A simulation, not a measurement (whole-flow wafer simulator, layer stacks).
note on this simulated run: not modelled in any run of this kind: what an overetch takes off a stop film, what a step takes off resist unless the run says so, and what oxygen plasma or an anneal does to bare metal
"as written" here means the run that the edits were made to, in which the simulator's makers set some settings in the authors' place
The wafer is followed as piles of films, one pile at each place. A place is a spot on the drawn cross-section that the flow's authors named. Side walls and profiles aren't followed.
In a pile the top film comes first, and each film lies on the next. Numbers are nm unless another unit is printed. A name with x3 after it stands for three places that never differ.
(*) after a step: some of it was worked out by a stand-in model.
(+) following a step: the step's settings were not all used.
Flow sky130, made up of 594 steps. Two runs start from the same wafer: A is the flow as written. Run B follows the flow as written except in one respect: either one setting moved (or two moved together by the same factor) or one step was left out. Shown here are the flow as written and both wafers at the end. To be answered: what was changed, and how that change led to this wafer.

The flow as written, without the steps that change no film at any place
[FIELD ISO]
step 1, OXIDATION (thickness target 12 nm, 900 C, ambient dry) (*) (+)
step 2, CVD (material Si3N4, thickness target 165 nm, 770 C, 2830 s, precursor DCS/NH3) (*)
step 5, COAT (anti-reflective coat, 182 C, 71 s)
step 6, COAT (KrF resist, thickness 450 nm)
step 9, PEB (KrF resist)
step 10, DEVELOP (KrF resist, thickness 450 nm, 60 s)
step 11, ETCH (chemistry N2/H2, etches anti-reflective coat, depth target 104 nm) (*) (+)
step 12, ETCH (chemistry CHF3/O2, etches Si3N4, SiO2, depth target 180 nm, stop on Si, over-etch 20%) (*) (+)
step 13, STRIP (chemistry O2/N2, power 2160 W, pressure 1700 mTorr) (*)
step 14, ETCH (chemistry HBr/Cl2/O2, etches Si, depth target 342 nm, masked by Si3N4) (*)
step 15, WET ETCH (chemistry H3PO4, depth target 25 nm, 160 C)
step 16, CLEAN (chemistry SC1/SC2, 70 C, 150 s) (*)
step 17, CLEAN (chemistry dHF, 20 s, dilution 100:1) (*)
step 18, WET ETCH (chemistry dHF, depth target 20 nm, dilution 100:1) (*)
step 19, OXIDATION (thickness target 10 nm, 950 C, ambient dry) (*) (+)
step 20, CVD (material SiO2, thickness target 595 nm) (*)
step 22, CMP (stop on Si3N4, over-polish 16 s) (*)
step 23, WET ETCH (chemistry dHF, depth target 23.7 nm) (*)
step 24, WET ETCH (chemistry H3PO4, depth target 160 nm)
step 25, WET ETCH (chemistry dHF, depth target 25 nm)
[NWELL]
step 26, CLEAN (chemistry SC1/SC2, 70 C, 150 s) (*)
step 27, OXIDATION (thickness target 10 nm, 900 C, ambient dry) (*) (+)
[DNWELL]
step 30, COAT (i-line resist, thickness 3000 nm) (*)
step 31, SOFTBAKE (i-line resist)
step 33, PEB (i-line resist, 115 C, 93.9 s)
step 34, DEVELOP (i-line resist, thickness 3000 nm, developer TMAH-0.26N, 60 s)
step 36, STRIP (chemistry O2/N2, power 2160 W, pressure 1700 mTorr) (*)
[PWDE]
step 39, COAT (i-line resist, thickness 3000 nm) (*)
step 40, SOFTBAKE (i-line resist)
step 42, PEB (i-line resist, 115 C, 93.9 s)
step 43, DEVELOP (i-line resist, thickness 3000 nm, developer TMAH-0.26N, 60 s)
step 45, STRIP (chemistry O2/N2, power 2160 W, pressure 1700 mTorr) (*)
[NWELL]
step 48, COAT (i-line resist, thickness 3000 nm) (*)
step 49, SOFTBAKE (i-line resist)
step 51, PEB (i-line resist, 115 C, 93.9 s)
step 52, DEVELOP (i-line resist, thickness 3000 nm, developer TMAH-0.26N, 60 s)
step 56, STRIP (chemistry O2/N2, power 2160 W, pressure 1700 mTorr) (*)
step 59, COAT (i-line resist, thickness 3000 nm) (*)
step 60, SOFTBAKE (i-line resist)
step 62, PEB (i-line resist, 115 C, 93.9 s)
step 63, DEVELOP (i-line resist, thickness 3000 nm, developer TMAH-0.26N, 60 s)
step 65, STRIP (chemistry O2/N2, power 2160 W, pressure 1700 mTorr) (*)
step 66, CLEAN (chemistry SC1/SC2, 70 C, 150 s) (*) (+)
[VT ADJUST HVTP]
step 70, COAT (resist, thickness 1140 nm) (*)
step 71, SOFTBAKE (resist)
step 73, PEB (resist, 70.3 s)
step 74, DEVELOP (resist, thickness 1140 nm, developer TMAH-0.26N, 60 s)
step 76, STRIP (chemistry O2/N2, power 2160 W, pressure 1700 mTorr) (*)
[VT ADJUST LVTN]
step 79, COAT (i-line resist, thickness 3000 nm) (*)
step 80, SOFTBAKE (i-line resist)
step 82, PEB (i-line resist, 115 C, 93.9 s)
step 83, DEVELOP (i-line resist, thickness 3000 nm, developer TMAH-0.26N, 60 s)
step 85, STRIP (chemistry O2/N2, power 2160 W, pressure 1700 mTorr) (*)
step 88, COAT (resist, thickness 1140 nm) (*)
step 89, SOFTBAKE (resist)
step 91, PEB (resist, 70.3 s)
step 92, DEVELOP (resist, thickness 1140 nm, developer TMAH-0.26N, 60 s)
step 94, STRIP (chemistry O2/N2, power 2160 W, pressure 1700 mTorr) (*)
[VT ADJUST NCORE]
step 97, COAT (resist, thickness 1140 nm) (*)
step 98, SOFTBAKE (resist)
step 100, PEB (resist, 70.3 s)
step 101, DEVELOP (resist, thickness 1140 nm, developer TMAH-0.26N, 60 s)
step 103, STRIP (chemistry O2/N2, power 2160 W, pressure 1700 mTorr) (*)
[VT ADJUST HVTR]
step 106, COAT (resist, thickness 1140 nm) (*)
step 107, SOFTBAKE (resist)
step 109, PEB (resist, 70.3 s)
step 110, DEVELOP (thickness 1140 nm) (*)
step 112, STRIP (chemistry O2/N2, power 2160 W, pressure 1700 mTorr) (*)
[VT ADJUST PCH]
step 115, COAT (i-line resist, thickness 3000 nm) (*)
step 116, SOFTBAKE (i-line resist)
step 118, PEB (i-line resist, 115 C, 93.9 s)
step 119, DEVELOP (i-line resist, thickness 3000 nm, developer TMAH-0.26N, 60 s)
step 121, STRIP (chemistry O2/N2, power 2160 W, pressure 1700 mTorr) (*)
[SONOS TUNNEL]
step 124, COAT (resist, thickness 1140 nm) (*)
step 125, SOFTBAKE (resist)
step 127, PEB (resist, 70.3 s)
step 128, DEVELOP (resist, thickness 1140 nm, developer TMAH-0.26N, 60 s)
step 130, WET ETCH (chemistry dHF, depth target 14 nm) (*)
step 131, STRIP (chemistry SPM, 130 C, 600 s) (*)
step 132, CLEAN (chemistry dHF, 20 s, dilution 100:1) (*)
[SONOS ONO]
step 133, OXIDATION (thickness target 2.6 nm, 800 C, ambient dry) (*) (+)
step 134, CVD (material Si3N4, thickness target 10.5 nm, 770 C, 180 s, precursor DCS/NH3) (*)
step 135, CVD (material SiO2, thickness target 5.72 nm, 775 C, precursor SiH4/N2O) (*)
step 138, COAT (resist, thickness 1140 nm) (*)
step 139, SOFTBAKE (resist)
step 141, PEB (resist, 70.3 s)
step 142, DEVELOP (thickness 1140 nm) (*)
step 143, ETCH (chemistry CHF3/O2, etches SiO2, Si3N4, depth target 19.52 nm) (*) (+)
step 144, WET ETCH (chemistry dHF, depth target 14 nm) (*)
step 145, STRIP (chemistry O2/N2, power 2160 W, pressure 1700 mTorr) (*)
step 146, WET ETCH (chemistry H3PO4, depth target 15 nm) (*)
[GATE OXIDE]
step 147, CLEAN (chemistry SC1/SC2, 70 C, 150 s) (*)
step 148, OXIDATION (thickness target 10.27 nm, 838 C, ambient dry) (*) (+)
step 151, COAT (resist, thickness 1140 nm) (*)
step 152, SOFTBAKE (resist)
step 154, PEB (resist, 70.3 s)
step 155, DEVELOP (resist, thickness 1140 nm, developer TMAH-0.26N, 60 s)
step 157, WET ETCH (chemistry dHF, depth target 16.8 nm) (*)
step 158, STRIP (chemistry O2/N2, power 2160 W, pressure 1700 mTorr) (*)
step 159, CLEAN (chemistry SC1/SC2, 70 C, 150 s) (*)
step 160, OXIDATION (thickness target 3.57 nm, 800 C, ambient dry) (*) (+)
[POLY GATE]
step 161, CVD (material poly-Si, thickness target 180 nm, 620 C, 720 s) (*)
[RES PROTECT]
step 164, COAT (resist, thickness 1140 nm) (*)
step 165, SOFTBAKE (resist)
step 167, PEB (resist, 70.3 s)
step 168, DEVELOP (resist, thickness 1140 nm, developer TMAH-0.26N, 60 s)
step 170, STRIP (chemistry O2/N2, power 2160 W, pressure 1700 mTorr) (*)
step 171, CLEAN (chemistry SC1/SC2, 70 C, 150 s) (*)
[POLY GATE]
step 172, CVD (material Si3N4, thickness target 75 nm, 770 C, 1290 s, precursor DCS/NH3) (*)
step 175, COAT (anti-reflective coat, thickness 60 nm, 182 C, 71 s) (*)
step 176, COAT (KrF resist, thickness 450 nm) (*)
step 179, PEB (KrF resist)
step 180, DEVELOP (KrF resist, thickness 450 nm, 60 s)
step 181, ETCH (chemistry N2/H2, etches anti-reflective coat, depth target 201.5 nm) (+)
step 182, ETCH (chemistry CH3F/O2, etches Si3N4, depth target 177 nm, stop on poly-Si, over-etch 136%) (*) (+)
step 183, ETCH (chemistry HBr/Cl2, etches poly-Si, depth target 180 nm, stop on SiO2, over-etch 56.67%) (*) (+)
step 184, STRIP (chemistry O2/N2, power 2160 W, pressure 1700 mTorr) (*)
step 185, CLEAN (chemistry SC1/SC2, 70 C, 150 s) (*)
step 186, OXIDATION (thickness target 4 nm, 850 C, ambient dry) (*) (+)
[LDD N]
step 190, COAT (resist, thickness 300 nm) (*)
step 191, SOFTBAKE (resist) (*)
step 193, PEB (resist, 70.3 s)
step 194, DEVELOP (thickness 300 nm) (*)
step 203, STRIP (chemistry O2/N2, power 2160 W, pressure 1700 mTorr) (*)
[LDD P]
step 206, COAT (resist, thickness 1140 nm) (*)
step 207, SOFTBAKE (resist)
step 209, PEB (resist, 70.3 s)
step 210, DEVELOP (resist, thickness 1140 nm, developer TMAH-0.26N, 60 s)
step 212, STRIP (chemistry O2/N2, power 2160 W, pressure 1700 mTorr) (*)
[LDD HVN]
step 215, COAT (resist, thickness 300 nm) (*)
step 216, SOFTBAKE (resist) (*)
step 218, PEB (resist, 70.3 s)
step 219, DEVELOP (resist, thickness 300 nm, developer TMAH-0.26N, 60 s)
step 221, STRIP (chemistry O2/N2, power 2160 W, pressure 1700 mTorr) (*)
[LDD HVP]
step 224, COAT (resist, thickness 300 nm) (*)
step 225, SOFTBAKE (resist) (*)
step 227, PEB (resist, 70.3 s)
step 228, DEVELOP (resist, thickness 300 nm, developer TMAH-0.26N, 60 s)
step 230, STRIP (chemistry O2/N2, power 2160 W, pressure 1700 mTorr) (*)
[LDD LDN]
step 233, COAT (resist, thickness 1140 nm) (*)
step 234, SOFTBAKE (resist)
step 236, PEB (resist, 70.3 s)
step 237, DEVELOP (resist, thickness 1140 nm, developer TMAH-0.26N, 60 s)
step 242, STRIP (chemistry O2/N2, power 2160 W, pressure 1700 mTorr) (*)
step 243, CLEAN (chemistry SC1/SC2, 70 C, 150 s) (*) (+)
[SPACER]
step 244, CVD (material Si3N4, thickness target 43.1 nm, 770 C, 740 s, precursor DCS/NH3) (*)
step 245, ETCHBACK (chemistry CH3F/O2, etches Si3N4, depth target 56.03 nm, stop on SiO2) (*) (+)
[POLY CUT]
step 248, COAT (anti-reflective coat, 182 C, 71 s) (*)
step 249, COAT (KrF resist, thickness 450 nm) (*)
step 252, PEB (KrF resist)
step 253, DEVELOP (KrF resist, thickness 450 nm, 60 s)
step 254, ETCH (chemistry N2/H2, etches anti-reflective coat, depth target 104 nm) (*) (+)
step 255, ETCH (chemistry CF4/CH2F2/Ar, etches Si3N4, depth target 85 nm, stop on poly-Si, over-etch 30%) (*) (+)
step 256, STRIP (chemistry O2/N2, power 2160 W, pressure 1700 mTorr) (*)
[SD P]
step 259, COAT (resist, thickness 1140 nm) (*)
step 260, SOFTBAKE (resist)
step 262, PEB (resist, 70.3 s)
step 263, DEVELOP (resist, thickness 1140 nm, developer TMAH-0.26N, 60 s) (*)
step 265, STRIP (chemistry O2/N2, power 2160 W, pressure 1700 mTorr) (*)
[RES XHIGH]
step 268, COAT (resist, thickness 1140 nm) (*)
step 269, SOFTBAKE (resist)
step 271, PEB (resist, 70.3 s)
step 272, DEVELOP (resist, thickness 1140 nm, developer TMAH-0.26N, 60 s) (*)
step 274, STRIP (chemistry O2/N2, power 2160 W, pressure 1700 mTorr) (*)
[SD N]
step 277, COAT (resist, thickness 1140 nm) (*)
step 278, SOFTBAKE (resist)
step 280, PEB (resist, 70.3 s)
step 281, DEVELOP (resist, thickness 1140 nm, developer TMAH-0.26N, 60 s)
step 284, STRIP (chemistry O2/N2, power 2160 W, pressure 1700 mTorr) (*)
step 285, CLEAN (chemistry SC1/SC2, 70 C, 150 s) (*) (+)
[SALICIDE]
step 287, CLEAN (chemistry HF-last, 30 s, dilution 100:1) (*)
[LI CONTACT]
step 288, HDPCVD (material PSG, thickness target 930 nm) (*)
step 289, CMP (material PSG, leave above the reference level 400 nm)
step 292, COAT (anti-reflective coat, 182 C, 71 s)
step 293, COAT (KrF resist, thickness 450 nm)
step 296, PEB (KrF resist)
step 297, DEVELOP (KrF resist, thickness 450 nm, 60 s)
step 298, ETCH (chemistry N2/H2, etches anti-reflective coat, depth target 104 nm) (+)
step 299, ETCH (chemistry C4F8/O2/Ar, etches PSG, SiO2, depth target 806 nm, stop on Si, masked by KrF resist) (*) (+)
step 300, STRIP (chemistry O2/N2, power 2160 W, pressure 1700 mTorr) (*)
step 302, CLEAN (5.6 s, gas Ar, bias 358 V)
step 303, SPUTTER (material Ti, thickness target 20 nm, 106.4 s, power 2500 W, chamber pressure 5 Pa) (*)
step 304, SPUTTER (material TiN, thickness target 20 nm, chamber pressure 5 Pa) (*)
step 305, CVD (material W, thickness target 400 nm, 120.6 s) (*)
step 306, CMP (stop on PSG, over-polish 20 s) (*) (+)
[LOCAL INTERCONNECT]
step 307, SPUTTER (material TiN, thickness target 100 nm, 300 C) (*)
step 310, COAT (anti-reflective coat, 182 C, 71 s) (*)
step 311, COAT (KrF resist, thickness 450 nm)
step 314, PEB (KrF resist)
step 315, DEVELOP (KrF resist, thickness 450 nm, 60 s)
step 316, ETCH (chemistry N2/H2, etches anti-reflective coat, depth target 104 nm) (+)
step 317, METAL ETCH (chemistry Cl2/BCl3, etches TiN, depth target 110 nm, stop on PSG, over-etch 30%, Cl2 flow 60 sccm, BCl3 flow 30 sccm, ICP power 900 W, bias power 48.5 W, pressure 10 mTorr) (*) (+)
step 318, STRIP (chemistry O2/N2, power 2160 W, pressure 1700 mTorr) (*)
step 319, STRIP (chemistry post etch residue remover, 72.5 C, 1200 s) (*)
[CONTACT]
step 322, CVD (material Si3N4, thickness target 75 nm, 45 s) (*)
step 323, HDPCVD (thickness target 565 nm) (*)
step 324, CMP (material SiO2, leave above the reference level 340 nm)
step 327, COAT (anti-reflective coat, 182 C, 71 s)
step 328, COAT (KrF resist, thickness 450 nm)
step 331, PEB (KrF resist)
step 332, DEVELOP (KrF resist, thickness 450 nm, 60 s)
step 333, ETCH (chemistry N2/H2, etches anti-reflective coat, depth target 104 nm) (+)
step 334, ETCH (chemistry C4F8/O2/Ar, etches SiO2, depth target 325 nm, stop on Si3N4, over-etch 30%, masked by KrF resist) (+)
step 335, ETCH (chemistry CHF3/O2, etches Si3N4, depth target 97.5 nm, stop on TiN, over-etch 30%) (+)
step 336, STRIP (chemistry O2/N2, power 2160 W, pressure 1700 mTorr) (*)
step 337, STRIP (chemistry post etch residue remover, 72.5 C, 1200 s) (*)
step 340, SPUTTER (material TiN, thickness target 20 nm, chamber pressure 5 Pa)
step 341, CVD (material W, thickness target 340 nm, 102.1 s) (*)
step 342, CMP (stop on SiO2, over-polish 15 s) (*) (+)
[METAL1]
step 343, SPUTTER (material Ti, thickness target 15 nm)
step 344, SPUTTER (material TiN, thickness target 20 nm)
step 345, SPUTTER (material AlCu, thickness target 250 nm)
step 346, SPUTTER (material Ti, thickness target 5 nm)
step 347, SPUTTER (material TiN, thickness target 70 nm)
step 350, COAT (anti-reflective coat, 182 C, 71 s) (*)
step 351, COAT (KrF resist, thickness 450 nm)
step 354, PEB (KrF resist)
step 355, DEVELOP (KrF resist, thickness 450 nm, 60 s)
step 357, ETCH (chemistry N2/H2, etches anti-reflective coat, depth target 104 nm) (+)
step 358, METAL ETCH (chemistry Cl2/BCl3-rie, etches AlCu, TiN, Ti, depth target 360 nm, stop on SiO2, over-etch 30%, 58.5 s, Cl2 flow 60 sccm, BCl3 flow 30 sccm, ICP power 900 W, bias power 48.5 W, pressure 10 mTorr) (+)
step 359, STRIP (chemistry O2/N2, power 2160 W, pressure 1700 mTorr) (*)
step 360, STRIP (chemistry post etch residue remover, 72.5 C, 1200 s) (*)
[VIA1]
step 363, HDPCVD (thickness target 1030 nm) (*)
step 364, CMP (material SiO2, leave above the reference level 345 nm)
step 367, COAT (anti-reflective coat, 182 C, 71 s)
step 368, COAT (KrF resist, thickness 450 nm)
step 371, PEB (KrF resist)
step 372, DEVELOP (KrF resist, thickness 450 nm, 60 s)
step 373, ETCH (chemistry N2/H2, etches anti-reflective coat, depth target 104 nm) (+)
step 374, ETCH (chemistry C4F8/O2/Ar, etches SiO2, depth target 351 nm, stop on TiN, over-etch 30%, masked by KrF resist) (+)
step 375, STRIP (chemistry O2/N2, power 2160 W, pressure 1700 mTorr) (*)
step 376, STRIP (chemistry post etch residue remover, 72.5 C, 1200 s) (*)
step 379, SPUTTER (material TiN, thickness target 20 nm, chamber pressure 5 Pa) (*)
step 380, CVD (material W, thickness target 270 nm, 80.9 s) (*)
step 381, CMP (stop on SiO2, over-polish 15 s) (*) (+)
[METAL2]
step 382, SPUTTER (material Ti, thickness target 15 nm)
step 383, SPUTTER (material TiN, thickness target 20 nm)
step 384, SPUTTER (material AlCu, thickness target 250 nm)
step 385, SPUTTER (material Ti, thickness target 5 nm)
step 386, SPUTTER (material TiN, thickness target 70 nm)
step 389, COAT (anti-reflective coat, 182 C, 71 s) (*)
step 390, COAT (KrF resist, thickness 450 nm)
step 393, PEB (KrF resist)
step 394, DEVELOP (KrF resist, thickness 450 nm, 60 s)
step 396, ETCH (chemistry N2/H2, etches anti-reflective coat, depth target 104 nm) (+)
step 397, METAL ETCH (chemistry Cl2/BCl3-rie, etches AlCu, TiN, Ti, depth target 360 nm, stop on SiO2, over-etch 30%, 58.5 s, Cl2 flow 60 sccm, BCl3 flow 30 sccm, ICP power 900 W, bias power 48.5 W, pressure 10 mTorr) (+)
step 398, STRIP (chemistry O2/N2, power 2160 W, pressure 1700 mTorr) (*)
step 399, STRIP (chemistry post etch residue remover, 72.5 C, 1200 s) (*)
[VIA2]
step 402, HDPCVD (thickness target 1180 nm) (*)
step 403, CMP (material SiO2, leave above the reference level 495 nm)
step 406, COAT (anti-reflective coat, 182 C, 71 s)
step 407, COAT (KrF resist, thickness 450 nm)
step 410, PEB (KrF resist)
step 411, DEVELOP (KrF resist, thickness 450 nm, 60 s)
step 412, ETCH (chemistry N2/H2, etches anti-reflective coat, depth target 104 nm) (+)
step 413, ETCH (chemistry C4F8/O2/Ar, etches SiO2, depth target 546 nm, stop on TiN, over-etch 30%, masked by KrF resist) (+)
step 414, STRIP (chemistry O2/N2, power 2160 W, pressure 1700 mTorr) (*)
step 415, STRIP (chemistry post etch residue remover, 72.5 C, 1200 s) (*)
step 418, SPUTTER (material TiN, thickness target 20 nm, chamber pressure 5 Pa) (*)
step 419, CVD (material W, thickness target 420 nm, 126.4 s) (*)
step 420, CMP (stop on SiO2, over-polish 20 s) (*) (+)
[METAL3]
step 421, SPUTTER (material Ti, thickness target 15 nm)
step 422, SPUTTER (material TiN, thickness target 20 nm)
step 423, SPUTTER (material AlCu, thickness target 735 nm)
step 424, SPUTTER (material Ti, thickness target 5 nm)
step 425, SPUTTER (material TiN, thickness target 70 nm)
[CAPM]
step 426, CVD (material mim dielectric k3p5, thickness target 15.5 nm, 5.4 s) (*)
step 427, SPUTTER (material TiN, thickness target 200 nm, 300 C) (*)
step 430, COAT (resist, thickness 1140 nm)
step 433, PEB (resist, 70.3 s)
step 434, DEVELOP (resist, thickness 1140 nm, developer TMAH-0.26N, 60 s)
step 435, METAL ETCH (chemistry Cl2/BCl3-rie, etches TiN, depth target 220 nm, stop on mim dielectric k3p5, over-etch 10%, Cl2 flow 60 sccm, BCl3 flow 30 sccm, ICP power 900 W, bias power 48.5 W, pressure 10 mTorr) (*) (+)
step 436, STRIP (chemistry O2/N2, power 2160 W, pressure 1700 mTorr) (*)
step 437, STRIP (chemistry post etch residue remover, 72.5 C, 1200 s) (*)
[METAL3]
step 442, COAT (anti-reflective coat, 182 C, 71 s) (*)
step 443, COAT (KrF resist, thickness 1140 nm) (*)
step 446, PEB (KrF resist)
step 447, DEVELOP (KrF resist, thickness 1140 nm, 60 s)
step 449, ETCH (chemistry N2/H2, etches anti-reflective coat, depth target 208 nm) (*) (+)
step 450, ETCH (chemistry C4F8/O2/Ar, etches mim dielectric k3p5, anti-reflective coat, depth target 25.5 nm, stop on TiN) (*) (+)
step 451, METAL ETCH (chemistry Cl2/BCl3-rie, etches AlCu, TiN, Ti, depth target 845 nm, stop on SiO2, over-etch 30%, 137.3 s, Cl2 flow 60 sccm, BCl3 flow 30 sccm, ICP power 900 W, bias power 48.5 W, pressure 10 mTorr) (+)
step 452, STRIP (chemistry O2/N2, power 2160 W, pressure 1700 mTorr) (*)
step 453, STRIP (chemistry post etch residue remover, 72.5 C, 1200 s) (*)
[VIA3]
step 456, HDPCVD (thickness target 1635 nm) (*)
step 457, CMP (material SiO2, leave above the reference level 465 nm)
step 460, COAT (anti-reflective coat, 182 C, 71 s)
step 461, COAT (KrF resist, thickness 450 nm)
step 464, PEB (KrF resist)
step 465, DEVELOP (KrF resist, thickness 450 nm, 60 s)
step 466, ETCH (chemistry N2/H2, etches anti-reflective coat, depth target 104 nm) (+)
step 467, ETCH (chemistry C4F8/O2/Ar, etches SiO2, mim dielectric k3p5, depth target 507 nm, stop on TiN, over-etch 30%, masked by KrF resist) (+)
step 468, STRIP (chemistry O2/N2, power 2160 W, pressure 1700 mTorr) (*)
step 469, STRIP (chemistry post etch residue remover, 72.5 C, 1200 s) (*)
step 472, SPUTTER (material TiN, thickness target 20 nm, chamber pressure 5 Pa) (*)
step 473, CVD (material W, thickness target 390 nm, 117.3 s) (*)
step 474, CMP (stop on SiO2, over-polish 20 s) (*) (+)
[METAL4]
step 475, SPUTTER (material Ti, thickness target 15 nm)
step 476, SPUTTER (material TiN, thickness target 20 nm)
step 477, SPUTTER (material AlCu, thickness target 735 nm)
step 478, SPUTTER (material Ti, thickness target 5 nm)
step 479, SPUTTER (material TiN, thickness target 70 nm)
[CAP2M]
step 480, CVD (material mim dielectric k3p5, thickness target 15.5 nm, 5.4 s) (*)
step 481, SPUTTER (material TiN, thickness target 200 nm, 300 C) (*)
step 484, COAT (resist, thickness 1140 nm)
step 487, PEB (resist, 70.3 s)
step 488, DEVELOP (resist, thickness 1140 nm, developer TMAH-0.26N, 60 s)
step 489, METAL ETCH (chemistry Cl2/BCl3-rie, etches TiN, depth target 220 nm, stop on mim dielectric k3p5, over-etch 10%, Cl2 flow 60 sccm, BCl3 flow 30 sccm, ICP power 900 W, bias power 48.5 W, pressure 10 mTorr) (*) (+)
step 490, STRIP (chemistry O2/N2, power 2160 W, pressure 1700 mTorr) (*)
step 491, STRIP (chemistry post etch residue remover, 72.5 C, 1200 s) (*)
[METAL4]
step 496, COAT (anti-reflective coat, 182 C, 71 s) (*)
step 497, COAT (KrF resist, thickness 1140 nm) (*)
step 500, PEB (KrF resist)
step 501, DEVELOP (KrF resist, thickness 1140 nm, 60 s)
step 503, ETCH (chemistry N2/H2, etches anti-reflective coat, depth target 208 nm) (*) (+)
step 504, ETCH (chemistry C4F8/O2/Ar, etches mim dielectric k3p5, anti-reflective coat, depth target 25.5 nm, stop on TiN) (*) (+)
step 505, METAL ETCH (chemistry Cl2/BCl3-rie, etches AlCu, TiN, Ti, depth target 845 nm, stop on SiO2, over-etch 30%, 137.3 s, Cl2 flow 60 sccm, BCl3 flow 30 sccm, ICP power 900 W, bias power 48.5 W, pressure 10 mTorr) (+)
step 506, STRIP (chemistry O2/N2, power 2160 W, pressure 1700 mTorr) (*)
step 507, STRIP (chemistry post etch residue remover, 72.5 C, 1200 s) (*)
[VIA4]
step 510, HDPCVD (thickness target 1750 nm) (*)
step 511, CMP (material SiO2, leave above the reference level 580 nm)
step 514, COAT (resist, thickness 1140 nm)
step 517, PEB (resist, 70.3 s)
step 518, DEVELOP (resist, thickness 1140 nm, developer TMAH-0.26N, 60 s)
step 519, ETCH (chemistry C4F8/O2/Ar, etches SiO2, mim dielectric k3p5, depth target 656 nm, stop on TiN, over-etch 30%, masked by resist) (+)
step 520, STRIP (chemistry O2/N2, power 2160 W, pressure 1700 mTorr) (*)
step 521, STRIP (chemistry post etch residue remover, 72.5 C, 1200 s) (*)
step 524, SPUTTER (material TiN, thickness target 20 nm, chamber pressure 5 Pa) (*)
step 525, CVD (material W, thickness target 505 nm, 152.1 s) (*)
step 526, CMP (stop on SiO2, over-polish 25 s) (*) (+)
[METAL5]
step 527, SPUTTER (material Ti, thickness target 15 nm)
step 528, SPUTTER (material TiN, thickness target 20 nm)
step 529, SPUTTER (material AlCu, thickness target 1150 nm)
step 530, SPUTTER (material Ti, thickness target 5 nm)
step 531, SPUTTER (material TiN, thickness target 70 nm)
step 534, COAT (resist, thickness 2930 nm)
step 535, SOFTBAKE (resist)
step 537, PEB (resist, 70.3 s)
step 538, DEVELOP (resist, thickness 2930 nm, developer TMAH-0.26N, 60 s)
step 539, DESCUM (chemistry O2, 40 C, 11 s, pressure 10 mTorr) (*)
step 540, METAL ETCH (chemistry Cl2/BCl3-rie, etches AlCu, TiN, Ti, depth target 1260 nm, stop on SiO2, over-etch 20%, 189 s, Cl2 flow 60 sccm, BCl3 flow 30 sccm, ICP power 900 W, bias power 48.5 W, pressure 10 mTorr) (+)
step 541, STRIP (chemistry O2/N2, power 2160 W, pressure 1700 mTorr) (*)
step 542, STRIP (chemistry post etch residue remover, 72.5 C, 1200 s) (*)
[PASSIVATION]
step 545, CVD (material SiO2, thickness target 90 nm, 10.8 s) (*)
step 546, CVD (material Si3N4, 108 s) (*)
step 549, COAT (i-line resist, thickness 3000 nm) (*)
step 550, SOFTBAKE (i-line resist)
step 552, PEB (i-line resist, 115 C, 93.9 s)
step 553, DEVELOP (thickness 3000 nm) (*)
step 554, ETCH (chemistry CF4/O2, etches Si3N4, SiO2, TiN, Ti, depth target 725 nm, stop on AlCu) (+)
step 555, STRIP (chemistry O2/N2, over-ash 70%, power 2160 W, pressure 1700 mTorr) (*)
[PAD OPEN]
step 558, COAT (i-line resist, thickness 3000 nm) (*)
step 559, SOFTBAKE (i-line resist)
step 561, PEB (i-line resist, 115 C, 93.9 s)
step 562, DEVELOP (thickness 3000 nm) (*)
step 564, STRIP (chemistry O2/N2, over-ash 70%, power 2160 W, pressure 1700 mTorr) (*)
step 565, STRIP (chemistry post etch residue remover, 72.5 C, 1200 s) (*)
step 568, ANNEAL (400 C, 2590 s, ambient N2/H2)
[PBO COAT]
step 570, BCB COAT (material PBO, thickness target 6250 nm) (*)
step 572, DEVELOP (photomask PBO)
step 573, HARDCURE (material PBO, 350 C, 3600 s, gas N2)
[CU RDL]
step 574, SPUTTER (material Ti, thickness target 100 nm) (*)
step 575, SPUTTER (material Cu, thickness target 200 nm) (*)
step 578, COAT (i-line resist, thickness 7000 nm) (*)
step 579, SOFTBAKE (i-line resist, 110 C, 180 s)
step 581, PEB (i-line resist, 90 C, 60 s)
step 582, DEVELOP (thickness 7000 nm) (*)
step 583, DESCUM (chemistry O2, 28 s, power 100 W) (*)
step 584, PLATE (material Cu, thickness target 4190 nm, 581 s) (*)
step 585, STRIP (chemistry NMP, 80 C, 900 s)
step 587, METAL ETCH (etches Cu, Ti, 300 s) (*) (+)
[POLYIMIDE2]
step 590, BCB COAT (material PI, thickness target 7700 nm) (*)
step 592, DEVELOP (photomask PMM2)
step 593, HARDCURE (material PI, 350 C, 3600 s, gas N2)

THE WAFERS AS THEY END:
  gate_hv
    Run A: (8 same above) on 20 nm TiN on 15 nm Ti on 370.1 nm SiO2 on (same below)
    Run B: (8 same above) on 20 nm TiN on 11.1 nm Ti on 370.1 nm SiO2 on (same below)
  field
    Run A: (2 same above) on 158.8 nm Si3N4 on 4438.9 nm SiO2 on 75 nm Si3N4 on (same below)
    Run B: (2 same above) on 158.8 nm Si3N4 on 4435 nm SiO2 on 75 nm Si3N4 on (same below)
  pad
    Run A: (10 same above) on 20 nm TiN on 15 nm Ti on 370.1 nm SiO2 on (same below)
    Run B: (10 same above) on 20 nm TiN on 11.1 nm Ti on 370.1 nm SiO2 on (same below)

Cause: step 475, SPUTTER: thickness target 11.1 nm was run, while the flow as written has thickness target 15 nm.
The wafer itself shows it: gate_hv has Ti 11.1, and step 475 as written asks for 15 nm.

How this came from the change, step by step:
  step 475, SPUTTER (material Ti, thickness target 15 nm)
      field, active, n_well and 189 more: A +15 Ti (new film) | B +11.1 Ti (new film)
  step 505, METAL ETCH (chemistry Cl2/BCl3-rie, etches AlCu, TiN, Ti, depth target 845 nm, stop on SiO2, over-etch 30%, 137.3 s, Cl2 flow 60 sccm, BCl3 flow 30 sccm, ICP power 900 W, bias power 48.5 W, pressure 10 mTorr) (+)
      field, gate, spacer and 68 more: A -70 TiN (all of it), -5 Ti (all of it), -735 AlCu (all of it), -20 TiN (all of it), -15 Ti (all of it), -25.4 SiO2 | B -70 TiN (all of it), -5 Ti (all of it), -735 AlCu (all of it), -20 TiN (all of it), -11.1 Ti (all of it), -25.7 SiO2
      active, vpp_iso1, mim_edge_plate and 14 more: A -70 TiN (all of it), -5 Ti (all of it), -735 AlCu (all of it), -20 TiN (all of it), -15 Ti (all of it), -25.3 SiO2 | B -70 TiN (all of it), -5 Ti (all of it), -735 AlCu (all of it), -20 TiN (all of it), -11.1 Ti (all of it), -25.7 SiO2
